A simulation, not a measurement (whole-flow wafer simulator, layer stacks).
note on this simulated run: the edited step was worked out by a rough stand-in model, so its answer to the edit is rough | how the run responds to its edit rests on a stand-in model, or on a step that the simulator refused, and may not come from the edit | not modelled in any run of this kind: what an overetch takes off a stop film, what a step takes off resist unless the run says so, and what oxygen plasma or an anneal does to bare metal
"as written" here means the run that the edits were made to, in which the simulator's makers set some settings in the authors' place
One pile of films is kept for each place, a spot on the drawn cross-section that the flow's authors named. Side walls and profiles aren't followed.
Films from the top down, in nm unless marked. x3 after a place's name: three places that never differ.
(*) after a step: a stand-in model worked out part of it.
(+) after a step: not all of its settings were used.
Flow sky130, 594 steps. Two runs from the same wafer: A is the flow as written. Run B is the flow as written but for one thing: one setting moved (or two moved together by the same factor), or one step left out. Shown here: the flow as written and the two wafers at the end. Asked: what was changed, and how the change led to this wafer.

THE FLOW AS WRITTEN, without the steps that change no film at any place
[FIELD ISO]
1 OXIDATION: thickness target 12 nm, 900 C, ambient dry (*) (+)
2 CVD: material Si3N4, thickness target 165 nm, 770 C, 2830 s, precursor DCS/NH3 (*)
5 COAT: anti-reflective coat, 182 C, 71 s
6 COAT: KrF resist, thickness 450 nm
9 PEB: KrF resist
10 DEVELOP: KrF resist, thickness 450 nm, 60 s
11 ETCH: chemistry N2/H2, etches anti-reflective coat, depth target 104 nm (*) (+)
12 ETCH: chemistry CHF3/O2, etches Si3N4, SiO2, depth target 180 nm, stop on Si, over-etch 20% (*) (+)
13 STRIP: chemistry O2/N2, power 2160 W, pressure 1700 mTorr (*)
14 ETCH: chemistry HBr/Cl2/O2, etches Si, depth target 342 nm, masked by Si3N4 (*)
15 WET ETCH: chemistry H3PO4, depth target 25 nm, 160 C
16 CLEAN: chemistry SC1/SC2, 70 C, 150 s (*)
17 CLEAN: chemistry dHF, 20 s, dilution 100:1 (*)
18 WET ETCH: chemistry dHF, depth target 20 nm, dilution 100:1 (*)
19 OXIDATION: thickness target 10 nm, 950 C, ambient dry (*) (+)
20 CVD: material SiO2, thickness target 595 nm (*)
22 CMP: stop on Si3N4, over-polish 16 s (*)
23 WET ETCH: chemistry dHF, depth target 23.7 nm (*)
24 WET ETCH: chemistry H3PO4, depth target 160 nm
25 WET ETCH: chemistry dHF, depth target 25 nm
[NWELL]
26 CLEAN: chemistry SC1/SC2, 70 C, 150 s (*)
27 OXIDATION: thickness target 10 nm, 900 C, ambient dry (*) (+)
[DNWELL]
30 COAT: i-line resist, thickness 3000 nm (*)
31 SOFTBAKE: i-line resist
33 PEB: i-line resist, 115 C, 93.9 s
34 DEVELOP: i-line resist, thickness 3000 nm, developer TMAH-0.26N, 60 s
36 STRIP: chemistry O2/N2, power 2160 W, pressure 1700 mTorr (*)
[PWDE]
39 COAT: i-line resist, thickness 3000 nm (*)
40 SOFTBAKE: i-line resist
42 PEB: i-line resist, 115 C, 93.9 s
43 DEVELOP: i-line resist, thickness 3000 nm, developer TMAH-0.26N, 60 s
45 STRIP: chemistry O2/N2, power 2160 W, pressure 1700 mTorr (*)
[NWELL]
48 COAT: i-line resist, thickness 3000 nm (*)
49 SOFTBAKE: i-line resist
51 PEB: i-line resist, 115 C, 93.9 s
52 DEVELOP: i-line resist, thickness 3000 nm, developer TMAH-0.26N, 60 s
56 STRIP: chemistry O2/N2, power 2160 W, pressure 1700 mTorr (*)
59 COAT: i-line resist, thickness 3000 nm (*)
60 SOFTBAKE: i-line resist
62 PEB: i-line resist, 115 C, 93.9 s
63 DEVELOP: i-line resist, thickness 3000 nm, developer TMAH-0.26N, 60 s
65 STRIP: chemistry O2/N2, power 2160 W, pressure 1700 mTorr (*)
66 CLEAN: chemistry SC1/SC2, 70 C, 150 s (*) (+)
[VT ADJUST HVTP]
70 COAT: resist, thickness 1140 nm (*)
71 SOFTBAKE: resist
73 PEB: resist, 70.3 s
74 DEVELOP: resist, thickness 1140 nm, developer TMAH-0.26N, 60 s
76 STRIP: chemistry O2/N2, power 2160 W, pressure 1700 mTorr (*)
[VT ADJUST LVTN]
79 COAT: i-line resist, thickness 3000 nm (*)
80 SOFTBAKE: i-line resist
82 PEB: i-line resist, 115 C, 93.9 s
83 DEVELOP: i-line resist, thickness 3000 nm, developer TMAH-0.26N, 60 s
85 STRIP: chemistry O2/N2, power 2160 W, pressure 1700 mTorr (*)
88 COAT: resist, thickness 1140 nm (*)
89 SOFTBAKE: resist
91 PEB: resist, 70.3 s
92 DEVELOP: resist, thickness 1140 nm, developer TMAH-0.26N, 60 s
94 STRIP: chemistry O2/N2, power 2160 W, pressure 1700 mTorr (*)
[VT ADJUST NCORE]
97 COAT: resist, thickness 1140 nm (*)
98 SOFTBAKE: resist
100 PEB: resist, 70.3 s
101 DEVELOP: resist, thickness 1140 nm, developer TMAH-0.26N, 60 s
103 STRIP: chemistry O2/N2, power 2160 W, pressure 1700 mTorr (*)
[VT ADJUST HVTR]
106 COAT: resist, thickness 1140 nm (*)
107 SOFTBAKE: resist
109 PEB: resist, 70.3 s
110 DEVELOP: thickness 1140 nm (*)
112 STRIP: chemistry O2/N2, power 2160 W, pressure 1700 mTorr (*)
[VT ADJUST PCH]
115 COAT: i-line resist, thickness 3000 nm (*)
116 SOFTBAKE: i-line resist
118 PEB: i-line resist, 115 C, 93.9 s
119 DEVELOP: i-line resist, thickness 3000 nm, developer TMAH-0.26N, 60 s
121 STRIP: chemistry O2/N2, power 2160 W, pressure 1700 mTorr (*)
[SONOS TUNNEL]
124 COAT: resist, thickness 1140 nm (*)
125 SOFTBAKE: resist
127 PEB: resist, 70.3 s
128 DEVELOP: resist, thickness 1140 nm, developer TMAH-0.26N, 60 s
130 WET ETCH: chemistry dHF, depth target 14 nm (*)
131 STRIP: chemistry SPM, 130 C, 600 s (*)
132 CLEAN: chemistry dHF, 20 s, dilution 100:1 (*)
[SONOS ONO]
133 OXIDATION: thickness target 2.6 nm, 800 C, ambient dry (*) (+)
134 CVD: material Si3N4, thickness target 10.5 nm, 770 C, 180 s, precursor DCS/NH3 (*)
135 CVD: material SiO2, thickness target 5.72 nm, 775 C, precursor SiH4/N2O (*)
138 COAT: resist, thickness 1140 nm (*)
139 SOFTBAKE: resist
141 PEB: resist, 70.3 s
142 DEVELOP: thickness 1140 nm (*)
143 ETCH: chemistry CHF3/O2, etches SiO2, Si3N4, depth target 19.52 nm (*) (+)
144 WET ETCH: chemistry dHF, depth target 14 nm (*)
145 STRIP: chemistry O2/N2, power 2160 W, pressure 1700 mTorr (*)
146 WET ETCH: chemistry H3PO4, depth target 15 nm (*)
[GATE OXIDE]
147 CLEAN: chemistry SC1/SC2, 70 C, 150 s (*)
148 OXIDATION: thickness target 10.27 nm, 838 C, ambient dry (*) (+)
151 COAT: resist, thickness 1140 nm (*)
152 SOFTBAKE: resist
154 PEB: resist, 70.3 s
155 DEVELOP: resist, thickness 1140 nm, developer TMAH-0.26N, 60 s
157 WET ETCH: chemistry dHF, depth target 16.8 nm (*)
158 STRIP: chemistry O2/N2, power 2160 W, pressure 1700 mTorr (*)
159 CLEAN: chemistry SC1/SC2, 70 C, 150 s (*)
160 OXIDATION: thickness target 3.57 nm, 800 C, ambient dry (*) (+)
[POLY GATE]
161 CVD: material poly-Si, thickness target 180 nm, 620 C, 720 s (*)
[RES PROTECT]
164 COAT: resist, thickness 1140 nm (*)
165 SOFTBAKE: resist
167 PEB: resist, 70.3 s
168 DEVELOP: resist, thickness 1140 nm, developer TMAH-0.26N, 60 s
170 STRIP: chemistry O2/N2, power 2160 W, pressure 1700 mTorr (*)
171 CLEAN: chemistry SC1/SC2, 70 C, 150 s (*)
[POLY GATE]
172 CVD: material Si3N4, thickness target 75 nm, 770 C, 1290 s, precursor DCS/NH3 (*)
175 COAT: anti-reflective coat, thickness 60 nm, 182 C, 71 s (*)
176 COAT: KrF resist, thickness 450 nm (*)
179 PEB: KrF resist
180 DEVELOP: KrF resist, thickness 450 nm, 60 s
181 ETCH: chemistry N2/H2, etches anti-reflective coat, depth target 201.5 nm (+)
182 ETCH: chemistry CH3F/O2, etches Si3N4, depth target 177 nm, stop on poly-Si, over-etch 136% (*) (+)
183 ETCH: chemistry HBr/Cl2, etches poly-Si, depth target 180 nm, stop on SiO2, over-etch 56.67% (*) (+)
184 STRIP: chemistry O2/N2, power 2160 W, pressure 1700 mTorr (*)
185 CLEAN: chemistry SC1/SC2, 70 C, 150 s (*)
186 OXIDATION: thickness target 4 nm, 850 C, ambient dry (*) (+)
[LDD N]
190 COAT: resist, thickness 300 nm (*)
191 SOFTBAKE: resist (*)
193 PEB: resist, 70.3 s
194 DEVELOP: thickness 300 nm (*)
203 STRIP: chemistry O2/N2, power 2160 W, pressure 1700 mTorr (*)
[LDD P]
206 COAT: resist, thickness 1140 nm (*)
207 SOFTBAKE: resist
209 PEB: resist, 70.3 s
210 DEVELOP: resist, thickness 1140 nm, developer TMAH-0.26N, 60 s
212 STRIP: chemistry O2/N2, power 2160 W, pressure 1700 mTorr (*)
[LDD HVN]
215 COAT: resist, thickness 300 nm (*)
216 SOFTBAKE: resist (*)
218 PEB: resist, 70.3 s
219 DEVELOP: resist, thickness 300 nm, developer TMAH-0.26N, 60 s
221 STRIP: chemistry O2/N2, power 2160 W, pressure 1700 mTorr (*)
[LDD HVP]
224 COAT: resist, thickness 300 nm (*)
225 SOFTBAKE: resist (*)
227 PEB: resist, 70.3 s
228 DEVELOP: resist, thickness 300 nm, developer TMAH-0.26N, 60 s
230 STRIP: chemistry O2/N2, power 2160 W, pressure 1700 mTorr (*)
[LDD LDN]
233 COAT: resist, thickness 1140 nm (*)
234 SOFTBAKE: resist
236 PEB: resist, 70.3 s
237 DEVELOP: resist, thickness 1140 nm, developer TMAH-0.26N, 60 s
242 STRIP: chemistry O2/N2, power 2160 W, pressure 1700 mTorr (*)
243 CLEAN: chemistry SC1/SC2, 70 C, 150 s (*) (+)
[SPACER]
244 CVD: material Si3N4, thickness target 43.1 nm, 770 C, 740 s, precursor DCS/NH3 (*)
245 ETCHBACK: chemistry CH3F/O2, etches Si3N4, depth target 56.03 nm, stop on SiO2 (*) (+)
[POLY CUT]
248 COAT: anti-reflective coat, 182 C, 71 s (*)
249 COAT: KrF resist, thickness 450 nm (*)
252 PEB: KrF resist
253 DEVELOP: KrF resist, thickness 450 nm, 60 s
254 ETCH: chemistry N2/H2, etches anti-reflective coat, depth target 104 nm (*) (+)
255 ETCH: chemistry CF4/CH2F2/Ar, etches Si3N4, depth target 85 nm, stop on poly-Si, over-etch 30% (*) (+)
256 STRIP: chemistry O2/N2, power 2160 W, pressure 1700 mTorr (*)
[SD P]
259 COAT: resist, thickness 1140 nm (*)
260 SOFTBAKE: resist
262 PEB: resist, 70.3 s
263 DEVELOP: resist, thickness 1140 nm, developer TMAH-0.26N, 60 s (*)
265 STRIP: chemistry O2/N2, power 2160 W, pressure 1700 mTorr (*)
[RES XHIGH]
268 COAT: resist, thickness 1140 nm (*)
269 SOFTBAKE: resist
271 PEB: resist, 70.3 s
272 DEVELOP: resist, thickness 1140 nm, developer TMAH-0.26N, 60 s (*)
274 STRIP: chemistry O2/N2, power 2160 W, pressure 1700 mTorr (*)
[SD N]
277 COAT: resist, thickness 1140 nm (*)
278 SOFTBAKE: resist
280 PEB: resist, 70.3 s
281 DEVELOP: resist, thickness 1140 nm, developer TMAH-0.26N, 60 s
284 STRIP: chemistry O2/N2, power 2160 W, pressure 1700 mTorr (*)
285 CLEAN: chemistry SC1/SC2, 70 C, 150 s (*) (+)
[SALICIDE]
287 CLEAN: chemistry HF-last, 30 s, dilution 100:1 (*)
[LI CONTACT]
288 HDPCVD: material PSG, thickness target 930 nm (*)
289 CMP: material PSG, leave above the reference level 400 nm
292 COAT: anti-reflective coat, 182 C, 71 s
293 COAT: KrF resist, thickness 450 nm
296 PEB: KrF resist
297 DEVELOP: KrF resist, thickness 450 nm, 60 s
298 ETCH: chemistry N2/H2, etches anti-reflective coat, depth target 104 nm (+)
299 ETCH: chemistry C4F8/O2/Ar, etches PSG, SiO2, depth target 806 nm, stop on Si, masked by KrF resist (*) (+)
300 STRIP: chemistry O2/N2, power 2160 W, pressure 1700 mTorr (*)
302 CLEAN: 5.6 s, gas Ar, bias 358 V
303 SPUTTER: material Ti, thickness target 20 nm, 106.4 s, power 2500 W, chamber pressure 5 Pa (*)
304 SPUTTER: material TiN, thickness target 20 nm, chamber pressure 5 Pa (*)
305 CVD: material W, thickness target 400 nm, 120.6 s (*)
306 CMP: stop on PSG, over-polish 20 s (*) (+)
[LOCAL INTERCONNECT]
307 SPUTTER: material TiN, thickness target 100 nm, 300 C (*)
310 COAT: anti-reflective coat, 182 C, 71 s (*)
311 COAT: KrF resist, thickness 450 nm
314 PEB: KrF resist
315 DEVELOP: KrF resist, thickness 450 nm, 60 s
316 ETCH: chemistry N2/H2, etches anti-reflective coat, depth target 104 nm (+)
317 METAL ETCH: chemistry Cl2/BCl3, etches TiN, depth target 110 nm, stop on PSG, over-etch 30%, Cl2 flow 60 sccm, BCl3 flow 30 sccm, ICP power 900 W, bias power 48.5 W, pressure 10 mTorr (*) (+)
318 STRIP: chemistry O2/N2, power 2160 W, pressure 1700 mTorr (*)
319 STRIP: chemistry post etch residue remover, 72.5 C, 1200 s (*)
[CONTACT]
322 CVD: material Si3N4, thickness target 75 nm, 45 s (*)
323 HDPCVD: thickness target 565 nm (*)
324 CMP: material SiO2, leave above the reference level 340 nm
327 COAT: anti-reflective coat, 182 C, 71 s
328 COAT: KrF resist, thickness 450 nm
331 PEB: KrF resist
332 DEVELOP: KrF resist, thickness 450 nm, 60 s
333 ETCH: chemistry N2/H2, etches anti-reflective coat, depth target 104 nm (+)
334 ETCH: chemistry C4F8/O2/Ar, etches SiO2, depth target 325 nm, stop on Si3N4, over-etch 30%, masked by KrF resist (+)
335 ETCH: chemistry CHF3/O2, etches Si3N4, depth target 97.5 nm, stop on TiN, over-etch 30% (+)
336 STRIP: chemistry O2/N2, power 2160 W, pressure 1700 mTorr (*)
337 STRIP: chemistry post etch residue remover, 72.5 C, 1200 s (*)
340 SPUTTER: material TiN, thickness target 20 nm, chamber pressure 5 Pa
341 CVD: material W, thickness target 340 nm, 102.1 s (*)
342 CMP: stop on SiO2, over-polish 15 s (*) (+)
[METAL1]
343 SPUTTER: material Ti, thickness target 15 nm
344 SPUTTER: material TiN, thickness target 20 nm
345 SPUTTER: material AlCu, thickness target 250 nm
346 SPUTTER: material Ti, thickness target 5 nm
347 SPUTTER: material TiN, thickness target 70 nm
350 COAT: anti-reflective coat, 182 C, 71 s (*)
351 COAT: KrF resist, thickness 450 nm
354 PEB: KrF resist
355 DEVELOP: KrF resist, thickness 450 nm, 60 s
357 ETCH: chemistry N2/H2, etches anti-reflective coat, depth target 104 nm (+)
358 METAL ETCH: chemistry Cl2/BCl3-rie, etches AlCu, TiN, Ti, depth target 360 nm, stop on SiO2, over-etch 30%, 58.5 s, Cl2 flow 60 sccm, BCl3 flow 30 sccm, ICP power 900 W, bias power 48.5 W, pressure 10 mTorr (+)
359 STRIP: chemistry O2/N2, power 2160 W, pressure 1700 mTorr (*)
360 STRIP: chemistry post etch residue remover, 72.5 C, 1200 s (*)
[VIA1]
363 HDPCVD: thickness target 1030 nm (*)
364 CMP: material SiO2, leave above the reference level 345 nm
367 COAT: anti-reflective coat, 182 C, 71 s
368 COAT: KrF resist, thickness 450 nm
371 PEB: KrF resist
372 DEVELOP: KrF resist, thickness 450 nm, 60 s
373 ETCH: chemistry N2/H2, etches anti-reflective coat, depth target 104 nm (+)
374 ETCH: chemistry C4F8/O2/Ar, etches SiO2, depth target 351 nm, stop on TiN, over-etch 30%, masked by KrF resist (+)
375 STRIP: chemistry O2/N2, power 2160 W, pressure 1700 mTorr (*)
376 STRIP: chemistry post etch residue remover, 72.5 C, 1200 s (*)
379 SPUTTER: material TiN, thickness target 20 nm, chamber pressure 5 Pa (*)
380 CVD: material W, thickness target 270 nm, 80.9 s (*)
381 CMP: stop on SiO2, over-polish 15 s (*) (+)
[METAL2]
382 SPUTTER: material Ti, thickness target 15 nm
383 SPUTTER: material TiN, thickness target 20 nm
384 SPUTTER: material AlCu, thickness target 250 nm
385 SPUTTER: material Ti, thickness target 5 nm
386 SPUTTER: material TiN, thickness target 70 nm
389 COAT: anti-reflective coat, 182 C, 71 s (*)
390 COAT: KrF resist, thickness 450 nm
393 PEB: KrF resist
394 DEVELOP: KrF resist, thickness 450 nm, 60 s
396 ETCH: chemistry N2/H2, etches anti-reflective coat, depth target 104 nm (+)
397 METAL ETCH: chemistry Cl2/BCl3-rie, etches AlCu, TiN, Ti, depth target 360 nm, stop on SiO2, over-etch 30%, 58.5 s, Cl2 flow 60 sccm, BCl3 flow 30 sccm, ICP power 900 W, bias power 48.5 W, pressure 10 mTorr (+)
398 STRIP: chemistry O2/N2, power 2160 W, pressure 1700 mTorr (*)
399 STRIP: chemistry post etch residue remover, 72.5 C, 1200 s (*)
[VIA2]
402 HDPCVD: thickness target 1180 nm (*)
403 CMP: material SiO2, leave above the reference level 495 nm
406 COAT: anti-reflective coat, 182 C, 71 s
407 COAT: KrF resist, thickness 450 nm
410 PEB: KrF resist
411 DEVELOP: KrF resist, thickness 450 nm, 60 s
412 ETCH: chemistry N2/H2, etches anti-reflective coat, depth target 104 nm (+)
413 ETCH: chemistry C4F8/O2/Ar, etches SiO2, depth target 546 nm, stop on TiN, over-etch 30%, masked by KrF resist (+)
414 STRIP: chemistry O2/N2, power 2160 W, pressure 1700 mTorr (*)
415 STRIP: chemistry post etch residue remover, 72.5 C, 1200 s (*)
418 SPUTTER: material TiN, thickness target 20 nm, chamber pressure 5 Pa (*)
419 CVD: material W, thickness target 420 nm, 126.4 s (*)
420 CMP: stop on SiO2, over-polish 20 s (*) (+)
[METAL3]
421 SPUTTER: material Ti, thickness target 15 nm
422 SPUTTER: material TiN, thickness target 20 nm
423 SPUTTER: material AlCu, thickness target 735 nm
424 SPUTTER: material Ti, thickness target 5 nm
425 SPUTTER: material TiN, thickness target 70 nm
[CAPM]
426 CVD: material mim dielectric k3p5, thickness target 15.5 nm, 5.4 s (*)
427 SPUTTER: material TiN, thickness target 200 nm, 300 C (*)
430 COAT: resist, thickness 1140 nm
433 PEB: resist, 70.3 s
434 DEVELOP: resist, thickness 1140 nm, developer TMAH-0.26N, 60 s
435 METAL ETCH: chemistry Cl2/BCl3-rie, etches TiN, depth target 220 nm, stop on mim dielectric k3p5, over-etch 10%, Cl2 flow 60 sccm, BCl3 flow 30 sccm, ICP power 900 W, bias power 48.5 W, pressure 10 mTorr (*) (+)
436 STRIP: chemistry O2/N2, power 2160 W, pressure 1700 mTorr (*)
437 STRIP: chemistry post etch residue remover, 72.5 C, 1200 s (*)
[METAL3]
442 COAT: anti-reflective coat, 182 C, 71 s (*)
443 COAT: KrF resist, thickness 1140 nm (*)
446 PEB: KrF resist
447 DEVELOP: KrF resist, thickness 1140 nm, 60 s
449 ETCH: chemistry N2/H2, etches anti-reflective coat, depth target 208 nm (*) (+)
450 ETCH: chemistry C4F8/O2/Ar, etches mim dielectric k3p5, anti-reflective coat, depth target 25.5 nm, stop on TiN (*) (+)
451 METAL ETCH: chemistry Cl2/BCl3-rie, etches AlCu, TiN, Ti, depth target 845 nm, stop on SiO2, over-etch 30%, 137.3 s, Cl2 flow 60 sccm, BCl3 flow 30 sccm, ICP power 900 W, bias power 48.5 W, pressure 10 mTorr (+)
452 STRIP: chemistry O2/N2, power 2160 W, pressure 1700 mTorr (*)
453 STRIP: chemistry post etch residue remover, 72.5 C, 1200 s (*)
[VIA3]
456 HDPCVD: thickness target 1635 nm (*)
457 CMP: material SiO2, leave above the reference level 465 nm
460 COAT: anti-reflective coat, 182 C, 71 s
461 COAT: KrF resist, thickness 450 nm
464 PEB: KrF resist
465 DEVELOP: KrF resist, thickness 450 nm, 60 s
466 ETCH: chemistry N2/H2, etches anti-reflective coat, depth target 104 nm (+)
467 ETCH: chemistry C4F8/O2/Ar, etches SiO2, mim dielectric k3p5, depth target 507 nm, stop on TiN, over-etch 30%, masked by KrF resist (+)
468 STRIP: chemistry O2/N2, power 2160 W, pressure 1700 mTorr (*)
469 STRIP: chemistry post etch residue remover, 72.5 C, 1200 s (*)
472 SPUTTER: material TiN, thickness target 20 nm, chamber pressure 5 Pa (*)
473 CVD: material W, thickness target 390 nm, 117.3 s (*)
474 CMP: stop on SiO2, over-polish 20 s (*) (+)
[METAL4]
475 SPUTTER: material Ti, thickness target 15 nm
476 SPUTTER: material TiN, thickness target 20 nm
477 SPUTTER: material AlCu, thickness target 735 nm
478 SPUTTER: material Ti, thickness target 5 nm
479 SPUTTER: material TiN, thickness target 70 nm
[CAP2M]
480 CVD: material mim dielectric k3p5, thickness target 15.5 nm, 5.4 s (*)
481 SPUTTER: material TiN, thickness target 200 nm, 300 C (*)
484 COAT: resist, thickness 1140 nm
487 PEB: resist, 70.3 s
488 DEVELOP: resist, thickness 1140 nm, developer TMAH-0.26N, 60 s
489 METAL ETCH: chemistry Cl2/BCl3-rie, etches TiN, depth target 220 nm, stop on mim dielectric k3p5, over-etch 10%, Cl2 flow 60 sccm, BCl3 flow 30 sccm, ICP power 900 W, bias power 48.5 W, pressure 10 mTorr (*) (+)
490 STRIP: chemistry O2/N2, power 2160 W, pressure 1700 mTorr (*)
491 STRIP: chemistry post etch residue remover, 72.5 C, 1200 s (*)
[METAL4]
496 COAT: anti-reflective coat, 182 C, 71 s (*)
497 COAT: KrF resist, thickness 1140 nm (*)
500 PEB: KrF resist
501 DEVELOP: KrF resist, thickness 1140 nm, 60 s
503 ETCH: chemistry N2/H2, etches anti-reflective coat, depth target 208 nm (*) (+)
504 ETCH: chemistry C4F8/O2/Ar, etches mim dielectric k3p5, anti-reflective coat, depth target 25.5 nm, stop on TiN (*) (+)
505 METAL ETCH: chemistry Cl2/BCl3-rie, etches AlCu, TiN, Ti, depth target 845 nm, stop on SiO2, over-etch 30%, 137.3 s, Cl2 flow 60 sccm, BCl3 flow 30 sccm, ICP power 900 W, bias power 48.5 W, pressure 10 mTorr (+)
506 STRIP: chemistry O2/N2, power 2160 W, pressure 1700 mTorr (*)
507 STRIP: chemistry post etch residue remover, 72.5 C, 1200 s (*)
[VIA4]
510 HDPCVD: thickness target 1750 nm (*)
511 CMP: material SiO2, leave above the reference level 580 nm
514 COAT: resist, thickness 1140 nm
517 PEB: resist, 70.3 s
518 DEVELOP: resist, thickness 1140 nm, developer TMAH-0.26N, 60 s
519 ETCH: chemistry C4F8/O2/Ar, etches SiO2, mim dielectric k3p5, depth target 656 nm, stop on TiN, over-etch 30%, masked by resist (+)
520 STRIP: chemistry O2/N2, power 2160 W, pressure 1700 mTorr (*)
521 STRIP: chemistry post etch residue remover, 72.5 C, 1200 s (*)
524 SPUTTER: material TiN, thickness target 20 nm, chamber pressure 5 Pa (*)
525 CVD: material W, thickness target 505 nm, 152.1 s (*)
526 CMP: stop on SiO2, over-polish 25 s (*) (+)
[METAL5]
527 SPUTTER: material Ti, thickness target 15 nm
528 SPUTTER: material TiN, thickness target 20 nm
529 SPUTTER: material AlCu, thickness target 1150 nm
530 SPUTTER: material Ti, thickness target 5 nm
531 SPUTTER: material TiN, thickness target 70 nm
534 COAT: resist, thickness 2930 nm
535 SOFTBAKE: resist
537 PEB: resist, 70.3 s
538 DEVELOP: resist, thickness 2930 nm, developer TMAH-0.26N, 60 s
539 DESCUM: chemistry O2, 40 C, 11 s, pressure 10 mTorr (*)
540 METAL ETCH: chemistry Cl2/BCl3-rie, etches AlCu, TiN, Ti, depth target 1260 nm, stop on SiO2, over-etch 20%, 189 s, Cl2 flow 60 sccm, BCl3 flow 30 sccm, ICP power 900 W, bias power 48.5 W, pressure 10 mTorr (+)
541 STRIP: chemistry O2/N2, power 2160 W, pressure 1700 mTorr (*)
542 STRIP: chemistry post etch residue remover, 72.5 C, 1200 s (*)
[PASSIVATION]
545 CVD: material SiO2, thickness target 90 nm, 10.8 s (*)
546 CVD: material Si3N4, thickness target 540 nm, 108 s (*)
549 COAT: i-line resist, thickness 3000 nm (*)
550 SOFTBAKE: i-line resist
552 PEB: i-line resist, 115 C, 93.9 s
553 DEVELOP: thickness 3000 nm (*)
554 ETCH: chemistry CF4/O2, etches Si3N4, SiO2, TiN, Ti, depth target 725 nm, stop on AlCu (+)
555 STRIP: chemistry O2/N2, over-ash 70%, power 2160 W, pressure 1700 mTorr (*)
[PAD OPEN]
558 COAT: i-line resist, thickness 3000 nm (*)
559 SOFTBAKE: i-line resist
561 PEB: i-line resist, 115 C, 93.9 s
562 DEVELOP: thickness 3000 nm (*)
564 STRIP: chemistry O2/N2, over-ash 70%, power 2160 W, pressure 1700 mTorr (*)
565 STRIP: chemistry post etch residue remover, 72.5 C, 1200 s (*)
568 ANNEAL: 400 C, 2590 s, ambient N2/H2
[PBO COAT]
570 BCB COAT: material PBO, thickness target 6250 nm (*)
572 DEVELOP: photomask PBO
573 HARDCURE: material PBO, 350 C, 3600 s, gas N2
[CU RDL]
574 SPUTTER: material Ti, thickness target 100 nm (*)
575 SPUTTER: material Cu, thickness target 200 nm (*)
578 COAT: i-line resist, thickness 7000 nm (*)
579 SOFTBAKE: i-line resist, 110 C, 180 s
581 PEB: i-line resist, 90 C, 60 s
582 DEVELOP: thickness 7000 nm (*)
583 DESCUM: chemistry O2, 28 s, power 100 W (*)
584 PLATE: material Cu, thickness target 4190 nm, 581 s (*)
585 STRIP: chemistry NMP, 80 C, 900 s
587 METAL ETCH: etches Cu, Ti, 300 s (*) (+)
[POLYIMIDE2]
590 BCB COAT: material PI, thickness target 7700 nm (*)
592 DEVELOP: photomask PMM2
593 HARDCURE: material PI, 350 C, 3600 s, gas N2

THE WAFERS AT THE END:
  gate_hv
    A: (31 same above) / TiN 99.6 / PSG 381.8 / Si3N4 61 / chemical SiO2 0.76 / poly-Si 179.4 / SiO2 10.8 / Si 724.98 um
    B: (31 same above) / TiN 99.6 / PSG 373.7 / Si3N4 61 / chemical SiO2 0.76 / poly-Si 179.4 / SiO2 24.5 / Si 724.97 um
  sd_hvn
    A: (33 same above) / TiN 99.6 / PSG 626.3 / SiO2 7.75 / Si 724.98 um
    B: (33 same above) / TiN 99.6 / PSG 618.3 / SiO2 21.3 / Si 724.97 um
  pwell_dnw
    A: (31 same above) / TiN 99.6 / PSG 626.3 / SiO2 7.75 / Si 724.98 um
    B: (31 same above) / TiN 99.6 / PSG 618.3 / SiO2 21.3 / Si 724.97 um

The cause: step 27, OXIDATION: 1035 C was run, where the flow has 900 C.

How the change led to this, step by step:
  27 OXIDATION: thickness target 10 nm, 900 C, ambient dry (*) (+)
      active, n_well, p_well and 100 more: A SiO2 +10 (new film), chemical SiO2 -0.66 (all of it), Si -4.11 | B SiO2 +35.2 (new film), chemical SiO2 -0.66 (all of it), Si -15.2
      mim, vpp_sp, vpp_ln and 62 more: A SiO2 +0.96, Si -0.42 | B SiO2 +4.9, Si -2.16
      (and at 22 more places)
  31 SOFTBAKE: i-line resist
      field: A i-line resist +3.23 | B i-line resist +2.68
      active: A i-line resist +3.41 | B i-line resist +2.82
      (and at 84 more places)
  40 SOFTBAKE: i-line resist
      field: A i-line resist +3.23 | B i-line resist +2.68
      active: A i-line resist +3.41 | B i-line resist +2.82
      (and at 84 more places)
  49 SOFTBAKE: i-line resist
      field: A i-line resist +3.23 | B i-line resist +2.68
      active: A i-line resist +3.41 | B i-line resist +2.82
      (and at 84 more places)
  60 SOFTBAKE: i-line resist
      field: A i-line resist +3.23 | B i-line resist +2.68
      active: A i-line resist +3.41 | B i-line resist +2.82
      (and at 84 more places)
  71 SOFTBAKE: resist
      drift_dnw_fp: A resist -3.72 | B resist -3.13
      gate_hv_pwblk: A resist +4.5 | B resist +3.75
      (and at 11 more places)
  80 SOFTBAKE: i-line resist
      field: A i-line resist +3.22 | B i-line resist +2.66
      active: A i-line resist +3.4 | B i-line resist +2.81
      (and at 84 more places)
  89 SOFTBAKE: resist
      drift_dnw_fp: A resist -3.72 | B resist -3.13
      gate_hv_pwblk: A resist +4.5 | B resist +3.75
      (and at 11 more places)
  98 SOFTBAKE: resist
      drift_dnw_fp: A resist -3.72 | B resist -3.13
      gate_hv_pwblk: A resist +4.5 | B resist +3.75
      (and at 11 more places)
  107 SOFTBAKE: resist
      drift_dnw_fp: A resist -3.72 | B resist -3.13
      gate_hv_pwblk: A resist +4.5 | B resist +3.75
      (and at 11 more places)
  116 SOFTBAKE: i-line resist
      field: A i-line resist +3.22 | B i-line resist +2.66
      active: A i-line resist +3.39 | B i-line resist +2.81
      (and at 83 more places)
  125 SOFTBAKE: resist
      drift_dnw_fp: A resist -3.72 | B resist -3.13
      gate_hv_pwblk: A resist +4.5 | B resist +3.75
      (and at 11 more places)
  130 WET ETCH: chemistry dHF, depth target 14 nm (*)
      sonos_cell, sonos_sd, sonos_cell_x: A SiO2 -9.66 (all of it) | B SiO2 -14
      n_well: A SiO2 -9.66 (all of it) | B SiO2 -16.4
  131 STRIP: chemistry SPM, 130 C, 600 s (*)
      n_well, sonos_cell, sonos_sd, sonos_cell_x: A chemical SiO2 +0.8 (new film), Si -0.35 | B nothing
  132 CLEAN: chemistry dHF, 20 s, dilution 100:1 (*)
      sonos_cell, sonos_sd, sonos_cell_x: A chemical SiO2 -0.8 (all of it) | B SiO2 -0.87
      n_well: A chemical SiO2 -0.8 (all of it) | B SiO2 -1.03
  133 OXIDATION: thickness target 2.6 nm, 800 C, ambient dry (*) (+)
      sonos_cell, sonos_sd, sonos_cell_x: A SiO2 +2.6 (new film), Si -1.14 | B SiO2 +1.62, Si -0.71
      n_well: A SiO2 +2.6 (new film), Si -1.14 | B SiO2 +1.69, Si -0.74
  ... 31 more steps ...
  306 CMP: stop on PSG, over-polish 20 s (*) (+)
      poly_licon: A W -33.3 | B W -39.3
